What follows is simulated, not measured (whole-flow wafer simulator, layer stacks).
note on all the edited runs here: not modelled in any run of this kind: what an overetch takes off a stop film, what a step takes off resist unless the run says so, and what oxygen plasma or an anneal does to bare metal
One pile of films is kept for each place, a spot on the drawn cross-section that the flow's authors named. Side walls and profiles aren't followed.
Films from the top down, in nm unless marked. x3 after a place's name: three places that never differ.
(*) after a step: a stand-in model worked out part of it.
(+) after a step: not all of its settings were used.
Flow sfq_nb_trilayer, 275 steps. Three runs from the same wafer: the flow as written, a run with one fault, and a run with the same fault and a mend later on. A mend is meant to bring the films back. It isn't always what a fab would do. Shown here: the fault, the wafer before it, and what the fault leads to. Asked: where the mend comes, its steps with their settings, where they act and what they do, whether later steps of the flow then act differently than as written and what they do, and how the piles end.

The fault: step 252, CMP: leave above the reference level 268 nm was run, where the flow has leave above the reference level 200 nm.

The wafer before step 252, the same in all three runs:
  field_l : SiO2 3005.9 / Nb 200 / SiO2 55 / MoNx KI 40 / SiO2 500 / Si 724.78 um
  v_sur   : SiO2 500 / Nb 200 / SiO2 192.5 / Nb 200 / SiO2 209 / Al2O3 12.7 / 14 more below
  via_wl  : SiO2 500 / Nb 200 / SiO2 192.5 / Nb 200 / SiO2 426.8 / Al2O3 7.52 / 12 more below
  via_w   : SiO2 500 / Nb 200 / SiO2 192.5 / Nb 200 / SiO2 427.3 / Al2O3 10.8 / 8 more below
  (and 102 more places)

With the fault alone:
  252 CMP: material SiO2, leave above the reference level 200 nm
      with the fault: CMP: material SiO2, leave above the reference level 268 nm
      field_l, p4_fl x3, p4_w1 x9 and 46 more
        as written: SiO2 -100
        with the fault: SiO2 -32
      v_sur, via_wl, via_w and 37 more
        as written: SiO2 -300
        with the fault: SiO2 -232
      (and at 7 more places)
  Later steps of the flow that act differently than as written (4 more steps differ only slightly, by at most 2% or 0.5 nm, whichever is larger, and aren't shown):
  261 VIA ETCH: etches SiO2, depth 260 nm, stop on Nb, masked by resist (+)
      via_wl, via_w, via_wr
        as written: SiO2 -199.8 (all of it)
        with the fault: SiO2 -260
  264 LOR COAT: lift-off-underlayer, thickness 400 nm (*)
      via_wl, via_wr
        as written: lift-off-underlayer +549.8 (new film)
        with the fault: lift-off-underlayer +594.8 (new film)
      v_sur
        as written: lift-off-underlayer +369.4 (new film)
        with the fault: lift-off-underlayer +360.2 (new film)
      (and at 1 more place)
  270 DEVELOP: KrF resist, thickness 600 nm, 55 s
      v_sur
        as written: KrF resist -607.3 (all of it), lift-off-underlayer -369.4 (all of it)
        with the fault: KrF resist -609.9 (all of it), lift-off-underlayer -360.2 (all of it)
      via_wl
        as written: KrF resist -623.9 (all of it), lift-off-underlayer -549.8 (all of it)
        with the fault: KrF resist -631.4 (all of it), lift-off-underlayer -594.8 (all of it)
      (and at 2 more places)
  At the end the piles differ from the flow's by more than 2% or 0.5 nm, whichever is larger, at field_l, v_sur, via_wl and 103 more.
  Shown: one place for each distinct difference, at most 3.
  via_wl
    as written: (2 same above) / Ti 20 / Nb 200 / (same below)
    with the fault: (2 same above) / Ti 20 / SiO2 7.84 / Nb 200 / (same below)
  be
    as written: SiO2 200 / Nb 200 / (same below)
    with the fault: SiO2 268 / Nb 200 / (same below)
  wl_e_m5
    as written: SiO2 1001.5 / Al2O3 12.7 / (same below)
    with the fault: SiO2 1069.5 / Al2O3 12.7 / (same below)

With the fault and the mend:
  The mend comes after step 259.
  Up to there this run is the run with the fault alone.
  259a STRIP: over-ash 65%, gas O2, power 200 W (*)
      field_l, v_sur, via_sp and 100 more
        KrF resist -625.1 (all of it), anti-reflective coat -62 (all of it)
      via_wl, via_w, via_wr
        anti-reflective coat -62 (all of it)
  259b CMP: material SiO2, leave above the reference level 200 nm (the flow's step 252 once more)
      field_l, v_sur, via_wl and 103 more
        SiO2 -68
  259c COAT: anti-reflective coat, thickness 62 nm (the flow's step 254 once more)
      field_l, v_sur, via_wl and 103 more
        anti-reflective coat +62 (new film)
  259d COAT: KrF resist, thickness 650 nm (the flow's step 255 once more)
      field_l, v_sur, via_wl and 103 more
        KrF resist +650 (new film)
  259e SOFTBAKE: KrF resist (the flow's step 256 once more)
      changes no film at any place that is followed
  259f EXPOSE: photomask I7, dose 11.93 mJ/cm2, NA 0.6, wavelength 248 nm (*) (the flow's step 257 once more)
      changes no film at any place that is followed
  259g PEB: KrF resist, 90 s (the flow's step 258 once more)
      field_l, v_sur, via_wl and 103 more
        KrF resist -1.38
  259h DEVELOP: KrF resist, thickness 650 nm, 60 s (the flow's step 259 once more)
      field_l, v_sur, via_sp and 100 more
        KrF resist -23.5
      via_wl, via_w, via_wr
        KrF resist -648.6 (all of it)
  No later step of the flow acts differently than as written at any place that is followed.
  At the end the piles are the same as the flow's at every place that both follow.
